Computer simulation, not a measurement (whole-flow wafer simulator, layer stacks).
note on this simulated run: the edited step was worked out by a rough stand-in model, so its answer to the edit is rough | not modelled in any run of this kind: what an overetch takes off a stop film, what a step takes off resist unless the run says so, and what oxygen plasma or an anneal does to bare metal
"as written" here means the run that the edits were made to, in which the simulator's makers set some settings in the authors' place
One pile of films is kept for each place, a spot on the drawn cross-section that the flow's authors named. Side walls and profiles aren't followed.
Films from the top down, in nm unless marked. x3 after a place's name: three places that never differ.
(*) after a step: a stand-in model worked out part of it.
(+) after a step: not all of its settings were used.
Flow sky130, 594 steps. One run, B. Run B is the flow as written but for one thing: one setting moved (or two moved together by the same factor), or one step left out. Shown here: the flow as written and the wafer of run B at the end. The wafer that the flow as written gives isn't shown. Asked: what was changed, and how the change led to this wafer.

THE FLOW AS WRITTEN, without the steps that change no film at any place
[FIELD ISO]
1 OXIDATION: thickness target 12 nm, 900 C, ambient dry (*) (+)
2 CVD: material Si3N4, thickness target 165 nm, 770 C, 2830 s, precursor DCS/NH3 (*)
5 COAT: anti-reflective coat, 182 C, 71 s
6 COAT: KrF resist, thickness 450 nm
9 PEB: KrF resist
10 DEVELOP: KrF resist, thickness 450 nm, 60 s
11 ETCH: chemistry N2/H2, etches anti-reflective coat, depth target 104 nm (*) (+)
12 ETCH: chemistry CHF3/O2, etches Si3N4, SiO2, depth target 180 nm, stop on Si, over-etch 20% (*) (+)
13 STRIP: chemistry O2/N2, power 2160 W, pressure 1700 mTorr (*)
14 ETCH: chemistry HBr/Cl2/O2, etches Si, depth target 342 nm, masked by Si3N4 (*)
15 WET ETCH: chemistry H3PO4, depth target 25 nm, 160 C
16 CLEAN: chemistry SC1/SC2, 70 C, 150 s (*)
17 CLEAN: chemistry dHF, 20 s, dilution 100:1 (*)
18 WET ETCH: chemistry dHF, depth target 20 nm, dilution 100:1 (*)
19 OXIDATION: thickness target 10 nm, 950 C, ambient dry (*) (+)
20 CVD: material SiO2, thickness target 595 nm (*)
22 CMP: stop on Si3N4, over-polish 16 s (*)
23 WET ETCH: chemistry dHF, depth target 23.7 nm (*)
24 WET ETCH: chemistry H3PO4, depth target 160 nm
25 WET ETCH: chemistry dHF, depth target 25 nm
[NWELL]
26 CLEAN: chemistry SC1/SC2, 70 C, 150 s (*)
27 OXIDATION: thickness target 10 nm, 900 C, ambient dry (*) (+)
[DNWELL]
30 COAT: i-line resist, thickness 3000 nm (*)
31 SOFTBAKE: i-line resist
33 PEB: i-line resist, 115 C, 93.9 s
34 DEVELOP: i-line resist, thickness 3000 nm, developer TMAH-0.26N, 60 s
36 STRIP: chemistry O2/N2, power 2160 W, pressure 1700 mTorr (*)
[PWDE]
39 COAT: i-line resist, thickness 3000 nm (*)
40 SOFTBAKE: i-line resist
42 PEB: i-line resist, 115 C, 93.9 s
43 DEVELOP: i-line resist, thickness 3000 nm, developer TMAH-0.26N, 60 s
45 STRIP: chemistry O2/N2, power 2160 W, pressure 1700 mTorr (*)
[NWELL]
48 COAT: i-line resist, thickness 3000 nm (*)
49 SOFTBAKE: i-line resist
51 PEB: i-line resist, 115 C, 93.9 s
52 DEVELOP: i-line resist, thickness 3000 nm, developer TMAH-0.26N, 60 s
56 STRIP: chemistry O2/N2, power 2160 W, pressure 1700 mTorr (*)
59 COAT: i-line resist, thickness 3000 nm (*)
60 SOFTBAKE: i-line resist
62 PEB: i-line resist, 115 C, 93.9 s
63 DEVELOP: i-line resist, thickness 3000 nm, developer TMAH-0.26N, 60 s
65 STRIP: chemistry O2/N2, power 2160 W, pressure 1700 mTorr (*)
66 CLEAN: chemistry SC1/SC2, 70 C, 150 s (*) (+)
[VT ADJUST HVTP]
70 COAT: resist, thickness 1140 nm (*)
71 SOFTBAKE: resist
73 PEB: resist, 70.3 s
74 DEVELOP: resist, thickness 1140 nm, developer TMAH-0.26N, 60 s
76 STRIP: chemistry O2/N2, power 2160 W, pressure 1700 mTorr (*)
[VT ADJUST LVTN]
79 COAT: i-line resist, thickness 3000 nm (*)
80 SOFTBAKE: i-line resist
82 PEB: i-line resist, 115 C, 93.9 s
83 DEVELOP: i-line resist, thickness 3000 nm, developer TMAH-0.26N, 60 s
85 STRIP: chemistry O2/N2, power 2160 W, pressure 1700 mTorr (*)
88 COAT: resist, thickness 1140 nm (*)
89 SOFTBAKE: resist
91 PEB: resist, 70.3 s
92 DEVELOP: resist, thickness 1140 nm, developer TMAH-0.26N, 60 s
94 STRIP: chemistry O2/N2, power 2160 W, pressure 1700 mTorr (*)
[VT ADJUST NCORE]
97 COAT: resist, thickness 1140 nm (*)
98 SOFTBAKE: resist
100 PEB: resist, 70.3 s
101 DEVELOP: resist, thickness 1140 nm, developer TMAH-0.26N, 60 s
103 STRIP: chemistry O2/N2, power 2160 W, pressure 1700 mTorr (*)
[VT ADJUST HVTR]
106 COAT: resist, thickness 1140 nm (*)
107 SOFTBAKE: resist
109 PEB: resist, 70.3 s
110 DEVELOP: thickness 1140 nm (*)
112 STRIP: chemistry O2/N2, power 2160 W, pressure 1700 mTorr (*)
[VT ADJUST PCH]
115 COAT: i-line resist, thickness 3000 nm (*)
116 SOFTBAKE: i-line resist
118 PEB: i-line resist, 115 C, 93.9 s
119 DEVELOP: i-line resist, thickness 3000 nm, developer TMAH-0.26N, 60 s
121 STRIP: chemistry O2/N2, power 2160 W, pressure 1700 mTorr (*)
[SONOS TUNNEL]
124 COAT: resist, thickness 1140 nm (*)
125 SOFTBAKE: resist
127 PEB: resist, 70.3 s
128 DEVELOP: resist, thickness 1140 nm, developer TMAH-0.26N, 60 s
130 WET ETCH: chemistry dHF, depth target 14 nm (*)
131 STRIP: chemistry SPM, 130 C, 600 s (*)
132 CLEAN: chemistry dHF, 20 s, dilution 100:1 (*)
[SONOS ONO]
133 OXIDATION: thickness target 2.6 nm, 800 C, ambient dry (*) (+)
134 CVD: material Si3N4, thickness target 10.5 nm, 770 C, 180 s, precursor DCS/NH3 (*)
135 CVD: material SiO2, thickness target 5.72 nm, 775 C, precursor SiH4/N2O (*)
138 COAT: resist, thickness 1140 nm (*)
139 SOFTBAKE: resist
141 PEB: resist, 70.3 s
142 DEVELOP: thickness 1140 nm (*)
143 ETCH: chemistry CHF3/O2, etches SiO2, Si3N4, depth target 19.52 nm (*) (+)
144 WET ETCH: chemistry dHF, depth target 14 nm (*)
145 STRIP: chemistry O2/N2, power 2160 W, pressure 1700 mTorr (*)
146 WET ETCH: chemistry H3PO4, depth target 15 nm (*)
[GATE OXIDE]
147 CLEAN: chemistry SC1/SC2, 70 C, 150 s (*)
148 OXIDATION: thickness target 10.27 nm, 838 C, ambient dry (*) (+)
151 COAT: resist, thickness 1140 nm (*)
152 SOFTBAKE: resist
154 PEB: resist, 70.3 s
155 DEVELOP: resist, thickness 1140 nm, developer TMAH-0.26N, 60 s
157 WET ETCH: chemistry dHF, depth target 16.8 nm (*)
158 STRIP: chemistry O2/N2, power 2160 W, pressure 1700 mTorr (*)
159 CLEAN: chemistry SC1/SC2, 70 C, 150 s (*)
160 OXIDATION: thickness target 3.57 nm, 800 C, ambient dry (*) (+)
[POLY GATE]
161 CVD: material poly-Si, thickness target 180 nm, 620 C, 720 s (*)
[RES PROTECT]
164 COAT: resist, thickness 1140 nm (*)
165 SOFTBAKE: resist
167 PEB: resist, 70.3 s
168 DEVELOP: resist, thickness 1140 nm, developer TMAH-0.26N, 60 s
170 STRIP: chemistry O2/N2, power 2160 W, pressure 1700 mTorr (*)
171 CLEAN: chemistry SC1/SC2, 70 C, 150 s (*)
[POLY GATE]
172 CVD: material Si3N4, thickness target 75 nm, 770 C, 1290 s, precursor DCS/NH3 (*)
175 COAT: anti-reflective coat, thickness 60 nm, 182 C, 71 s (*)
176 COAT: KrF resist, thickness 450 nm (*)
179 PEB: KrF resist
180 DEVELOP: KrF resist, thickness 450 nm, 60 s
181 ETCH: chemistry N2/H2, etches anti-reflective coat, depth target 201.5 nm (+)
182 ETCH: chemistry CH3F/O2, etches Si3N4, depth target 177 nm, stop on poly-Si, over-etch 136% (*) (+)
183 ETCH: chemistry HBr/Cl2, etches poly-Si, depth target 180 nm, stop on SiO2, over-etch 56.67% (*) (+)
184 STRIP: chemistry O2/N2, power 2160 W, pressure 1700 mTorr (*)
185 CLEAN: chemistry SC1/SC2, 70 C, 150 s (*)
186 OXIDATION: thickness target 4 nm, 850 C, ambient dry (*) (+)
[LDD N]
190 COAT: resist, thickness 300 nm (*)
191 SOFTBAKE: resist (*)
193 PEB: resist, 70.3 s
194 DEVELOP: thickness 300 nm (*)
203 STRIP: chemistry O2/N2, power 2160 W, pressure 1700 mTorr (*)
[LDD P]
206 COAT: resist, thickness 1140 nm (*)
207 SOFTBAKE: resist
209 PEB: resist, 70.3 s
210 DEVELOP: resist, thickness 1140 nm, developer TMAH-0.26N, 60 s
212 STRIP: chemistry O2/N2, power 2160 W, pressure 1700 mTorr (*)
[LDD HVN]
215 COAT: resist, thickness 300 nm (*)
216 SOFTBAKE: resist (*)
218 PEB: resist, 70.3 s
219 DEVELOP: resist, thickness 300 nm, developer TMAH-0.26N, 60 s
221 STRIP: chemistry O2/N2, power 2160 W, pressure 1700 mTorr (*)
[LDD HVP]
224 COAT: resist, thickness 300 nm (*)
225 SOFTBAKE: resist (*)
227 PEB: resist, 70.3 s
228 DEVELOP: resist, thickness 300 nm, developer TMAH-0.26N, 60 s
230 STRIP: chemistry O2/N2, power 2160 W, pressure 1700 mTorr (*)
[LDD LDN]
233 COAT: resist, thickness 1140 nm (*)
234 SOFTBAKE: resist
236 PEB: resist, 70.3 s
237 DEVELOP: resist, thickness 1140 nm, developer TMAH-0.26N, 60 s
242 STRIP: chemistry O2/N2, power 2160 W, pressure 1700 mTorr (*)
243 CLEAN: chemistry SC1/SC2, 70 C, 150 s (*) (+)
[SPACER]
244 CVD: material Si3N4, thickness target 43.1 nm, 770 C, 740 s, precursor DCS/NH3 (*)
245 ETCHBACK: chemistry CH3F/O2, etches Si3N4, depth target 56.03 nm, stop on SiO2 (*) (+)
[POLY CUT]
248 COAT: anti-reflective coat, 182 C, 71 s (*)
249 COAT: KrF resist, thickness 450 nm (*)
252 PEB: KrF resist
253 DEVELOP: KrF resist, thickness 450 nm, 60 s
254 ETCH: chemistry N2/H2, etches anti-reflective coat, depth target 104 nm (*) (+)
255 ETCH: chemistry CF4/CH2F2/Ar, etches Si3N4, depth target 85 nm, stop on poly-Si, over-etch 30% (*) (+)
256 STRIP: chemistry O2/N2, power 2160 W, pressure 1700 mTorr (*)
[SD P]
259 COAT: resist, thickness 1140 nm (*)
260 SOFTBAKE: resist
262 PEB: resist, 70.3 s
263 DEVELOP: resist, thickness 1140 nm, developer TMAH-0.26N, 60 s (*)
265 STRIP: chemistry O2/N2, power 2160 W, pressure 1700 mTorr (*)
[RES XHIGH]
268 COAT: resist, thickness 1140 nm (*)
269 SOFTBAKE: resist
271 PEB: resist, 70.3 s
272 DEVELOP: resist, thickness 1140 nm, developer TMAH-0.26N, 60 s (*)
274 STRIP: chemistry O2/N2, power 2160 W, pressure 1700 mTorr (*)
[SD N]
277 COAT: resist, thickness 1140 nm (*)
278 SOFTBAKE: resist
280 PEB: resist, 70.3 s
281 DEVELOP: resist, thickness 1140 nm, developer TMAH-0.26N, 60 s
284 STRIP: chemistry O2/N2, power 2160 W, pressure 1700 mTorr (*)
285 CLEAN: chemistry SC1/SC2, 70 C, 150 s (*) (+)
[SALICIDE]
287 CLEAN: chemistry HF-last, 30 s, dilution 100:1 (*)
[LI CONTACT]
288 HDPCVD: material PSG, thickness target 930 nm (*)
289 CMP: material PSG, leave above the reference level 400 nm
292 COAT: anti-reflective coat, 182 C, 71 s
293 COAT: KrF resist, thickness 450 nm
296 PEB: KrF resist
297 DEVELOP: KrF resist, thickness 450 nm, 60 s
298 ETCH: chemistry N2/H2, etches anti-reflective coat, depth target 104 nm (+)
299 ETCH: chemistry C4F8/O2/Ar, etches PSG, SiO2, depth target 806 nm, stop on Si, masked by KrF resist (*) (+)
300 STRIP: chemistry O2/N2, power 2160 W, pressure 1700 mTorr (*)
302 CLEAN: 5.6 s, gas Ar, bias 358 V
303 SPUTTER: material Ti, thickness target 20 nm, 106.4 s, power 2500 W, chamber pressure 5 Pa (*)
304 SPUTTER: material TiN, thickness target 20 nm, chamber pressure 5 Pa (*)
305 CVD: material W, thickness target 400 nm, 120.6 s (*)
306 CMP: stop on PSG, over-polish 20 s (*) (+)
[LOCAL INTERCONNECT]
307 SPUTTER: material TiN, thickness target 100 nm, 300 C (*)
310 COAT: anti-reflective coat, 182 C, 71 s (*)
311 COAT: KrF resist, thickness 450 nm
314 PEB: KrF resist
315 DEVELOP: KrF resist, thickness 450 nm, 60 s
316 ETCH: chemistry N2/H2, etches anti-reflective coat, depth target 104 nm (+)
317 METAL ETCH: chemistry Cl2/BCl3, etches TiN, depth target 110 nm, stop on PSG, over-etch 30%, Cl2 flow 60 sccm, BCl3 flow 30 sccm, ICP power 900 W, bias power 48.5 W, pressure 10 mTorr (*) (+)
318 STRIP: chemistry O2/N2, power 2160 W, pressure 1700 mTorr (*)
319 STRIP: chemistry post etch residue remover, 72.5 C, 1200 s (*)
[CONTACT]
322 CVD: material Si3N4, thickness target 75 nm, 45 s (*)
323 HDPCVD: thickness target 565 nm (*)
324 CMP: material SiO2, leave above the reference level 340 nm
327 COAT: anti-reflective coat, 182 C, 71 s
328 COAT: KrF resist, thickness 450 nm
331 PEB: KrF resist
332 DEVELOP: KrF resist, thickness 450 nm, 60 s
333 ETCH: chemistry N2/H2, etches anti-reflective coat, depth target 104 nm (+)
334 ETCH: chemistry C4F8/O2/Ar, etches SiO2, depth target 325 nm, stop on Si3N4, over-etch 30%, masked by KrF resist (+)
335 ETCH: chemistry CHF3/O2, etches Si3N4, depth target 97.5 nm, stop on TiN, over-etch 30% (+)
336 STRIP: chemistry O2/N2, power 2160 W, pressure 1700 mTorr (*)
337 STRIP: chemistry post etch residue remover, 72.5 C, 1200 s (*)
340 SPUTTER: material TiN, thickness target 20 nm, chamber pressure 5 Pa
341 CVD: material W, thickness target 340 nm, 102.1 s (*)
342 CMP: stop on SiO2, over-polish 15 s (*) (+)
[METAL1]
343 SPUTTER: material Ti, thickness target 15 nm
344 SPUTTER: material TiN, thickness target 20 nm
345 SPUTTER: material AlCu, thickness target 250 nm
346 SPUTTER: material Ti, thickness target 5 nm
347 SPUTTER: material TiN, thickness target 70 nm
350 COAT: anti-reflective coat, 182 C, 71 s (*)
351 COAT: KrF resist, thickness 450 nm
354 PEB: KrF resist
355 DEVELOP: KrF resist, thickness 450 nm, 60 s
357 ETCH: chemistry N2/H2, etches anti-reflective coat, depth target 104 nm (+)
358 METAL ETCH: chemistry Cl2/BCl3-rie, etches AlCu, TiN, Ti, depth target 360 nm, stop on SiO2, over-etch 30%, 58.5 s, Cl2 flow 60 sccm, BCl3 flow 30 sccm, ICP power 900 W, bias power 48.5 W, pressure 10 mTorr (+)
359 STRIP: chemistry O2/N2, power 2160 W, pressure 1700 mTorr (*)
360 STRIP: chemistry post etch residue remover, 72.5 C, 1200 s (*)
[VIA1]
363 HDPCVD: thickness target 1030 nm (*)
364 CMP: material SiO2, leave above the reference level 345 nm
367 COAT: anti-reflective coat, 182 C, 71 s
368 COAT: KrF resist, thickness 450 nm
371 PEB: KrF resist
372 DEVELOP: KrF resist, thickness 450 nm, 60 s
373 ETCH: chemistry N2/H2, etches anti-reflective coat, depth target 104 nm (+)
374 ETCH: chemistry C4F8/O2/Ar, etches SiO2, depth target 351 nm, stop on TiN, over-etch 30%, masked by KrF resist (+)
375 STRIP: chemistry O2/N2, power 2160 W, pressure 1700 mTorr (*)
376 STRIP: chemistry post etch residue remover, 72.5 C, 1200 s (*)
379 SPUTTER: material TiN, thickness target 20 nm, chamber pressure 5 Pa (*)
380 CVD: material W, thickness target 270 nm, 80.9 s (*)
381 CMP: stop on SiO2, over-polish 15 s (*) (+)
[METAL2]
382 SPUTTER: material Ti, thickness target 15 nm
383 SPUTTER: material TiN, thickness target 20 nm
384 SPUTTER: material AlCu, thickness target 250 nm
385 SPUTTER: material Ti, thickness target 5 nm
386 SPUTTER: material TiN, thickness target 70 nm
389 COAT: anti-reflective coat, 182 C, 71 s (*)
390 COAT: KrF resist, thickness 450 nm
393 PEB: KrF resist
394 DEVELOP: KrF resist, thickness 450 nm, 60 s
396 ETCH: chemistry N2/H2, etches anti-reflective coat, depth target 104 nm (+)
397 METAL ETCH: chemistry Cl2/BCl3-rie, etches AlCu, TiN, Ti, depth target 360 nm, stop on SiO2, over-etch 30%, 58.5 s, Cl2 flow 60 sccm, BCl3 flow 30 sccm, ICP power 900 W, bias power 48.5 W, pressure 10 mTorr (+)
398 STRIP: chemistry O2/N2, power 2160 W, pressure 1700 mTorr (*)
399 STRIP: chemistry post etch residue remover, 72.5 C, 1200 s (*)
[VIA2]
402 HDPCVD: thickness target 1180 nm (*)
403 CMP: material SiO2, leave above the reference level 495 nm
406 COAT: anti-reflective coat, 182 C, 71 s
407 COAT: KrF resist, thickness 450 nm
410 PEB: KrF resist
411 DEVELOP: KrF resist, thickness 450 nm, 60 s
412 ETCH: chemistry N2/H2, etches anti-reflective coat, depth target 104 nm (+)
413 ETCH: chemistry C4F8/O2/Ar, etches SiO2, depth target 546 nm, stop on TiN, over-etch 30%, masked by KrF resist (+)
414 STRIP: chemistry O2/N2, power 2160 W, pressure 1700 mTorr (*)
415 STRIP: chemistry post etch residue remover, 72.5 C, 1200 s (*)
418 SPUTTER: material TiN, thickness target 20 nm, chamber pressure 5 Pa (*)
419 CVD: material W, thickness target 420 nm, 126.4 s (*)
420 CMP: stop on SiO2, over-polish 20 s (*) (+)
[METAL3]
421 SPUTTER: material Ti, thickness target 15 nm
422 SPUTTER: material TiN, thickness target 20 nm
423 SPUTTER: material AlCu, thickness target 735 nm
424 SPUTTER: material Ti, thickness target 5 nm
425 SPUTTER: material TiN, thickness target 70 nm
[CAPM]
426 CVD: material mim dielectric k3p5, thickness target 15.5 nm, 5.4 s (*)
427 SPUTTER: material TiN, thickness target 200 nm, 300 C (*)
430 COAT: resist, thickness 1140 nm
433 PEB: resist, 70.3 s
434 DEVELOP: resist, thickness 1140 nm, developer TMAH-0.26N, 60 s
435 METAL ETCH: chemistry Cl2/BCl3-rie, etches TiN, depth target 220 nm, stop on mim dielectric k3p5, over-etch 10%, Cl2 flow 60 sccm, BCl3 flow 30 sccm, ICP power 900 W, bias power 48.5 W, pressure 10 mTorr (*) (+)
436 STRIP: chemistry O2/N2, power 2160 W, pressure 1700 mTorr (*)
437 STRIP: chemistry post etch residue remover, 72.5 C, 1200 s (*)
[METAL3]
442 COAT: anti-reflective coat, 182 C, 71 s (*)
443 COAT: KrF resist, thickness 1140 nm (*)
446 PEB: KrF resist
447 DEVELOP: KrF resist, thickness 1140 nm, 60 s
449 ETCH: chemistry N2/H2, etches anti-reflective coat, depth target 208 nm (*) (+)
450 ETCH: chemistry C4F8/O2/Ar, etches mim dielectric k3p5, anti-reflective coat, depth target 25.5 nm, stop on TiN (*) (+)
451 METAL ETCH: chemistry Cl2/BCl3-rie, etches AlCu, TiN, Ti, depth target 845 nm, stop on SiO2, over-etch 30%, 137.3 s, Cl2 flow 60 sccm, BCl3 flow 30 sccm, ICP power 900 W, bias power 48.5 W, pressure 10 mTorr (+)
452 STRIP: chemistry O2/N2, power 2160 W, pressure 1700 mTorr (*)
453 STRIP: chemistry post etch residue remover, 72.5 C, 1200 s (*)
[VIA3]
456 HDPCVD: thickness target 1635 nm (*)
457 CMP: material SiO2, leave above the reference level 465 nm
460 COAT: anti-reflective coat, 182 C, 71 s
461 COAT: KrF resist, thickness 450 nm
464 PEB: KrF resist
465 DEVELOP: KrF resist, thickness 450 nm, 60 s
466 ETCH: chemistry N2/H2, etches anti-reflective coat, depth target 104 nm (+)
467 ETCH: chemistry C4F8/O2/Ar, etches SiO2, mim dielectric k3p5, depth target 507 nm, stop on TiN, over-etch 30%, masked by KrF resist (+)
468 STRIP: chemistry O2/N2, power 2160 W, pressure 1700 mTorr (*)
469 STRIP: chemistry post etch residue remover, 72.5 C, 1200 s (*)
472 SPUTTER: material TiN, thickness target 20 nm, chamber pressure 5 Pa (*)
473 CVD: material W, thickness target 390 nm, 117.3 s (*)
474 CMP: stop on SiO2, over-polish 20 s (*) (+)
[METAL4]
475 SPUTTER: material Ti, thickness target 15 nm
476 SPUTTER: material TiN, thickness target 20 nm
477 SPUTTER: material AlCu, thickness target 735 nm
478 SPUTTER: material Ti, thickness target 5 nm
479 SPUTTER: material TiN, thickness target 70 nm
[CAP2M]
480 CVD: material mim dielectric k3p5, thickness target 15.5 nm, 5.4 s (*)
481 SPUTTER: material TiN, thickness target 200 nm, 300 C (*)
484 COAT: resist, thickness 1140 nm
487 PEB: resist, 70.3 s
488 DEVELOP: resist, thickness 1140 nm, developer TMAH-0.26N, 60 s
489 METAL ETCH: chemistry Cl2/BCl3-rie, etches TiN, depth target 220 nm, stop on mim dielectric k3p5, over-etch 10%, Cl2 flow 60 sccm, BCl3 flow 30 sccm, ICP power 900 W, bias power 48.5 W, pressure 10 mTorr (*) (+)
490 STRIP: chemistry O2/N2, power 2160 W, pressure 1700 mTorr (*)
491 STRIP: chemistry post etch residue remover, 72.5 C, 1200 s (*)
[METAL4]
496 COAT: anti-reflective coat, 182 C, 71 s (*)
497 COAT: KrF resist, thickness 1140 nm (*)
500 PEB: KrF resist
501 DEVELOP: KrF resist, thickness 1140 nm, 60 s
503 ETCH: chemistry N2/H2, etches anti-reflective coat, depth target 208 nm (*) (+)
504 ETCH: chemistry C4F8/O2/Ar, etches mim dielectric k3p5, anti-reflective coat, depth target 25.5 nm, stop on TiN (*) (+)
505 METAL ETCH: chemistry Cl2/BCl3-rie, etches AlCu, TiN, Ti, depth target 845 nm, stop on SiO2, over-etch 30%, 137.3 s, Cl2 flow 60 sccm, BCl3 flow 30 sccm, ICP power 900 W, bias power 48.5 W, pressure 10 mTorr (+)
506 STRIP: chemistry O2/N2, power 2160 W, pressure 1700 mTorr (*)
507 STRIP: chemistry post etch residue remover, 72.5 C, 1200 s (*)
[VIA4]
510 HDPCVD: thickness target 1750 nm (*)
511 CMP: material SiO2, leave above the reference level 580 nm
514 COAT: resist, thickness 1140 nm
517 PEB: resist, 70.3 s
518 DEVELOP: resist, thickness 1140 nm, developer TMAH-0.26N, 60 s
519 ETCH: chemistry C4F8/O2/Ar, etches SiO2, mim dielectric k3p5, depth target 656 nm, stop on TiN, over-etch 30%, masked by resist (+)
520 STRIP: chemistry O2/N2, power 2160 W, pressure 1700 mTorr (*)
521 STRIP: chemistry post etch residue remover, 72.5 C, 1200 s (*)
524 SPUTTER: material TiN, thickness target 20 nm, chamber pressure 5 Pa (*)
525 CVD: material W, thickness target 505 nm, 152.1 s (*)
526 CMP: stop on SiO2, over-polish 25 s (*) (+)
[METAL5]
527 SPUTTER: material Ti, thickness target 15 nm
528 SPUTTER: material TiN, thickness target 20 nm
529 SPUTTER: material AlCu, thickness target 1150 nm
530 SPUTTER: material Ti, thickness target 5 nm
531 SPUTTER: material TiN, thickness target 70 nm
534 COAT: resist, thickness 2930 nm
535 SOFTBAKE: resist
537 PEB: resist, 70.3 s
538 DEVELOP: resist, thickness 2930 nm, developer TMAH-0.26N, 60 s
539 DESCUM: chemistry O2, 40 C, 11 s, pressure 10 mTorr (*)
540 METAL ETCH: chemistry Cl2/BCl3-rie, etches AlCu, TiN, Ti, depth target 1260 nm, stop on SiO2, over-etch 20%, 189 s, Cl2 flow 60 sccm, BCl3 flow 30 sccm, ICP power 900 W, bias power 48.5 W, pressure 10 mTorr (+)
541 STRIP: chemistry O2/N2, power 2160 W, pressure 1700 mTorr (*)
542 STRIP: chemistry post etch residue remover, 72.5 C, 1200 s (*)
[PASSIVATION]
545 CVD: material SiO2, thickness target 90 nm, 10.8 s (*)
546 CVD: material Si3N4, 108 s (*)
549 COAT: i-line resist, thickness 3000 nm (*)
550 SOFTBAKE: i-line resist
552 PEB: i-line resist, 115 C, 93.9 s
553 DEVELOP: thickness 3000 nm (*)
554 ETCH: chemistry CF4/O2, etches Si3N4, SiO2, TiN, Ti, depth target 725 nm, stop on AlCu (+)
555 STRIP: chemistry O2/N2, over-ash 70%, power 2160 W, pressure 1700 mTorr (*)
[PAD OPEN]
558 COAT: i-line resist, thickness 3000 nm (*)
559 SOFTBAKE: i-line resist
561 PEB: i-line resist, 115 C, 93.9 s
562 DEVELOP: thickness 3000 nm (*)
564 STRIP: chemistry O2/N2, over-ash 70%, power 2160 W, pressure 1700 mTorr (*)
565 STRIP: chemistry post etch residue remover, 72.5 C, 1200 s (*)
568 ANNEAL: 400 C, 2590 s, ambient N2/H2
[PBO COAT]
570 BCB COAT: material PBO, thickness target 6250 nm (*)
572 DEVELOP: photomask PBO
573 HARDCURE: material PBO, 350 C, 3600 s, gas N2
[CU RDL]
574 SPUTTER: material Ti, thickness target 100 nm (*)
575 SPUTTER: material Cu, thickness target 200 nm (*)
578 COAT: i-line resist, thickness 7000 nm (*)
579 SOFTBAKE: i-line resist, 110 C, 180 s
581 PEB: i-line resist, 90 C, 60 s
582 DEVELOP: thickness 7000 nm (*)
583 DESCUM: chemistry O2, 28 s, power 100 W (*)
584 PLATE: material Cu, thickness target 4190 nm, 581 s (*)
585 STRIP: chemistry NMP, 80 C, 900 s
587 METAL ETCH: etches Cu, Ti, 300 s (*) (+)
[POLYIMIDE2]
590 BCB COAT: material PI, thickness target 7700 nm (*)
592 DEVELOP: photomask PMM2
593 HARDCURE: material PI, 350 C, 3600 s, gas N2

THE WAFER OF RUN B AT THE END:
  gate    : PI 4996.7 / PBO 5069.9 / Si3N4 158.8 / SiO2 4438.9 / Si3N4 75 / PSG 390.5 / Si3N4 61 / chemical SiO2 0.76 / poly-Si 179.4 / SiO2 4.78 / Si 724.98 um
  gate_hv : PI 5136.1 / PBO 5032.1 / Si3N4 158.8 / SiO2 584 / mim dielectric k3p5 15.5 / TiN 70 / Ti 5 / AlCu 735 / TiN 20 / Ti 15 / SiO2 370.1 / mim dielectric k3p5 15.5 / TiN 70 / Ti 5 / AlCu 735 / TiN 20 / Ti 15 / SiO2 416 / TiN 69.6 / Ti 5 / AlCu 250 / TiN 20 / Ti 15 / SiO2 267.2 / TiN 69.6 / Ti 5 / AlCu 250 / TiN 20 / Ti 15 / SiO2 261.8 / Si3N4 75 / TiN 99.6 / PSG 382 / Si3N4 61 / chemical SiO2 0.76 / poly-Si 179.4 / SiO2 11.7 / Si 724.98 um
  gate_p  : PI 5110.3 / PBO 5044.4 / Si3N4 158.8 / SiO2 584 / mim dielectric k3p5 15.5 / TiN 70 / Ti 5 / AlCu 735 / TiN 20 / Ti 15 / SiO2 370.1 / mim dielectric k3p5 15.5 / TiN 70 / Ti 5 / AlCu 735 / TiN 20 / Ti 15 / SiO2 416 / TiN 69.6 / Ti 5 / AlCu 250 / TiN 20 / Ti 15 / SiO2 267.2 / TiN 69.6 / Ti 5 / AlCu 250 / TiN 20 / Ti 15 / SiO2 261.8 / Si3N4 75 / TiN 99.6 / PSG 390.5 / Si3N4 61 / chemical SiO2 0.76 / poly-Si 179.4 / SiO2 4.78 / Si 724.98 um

The cause: step 160, OXIDATION: thickness target 4.78 nm was run, where the flow has thickness target 3.57 nm.
It can be read off the wafer: gate has SiO2 4.78, and step 160 as written asks for 3.57 nm.

How the change led to this, step by step:
  160 OXIDATION: thickness target 3.57 nm, 800 C, ambient dry (*) (+)
      active, n_well, p_well and 58 more: SiO2 +4.78 (new film), chemical SiO2 -0.76 (all of it), Si -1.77 (as written it would be: SiO2 +3.57 (new film), chemical SiO2 -0.76 (all of it), Si -1.24)
      gate_hv, m1, pad and 37 more: SiO2 +1.82, Si -0.8 (as written it would be: SiO2 +0.85, Si -0.37)
  248 COAT: anti-reflective coat, 182 C, 71 s (*)
      field: anti-reflective coat +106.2 (new film) (as written it would be: anti-reflective coat +103 (new film))
      poly_endcap_nw: anti-reflective coat +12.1 (new film) (as written it would be: anti-reflective coat +11.4 (new film))
  256 STRIP: chemistry O2/N2, power 2160 W, pressure 1700 mTorr (*)
      field: KrF resist -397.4 (all of it), anti-reflective coat -106.2 (all of it) (as written it would be: KrF resist -399.3 (all of it), anti-reflective coat -103 (all of it))
      poly_endcap_nw: KrF resist -294.7 (all of it), anti-reflective coat -12.1 (all of it) (as written it would be: KrF resist -294.6 (all of it), anti-reflective coat -11.4 (all of it))
  299 ETCH: chemistry C4F8/O2/Ar, etches PSG, SiO2, depth target 806 nm, stop on Si, masked by KrF resist (*) (+)
      contact, ndiff_licon, ndiff_licon_cpp: PSG -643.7 (all of it), SiO2 -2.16 (all of it) (as written it would be: PSG -643.6 (all of it), SiO2 -1.16 (all of it))
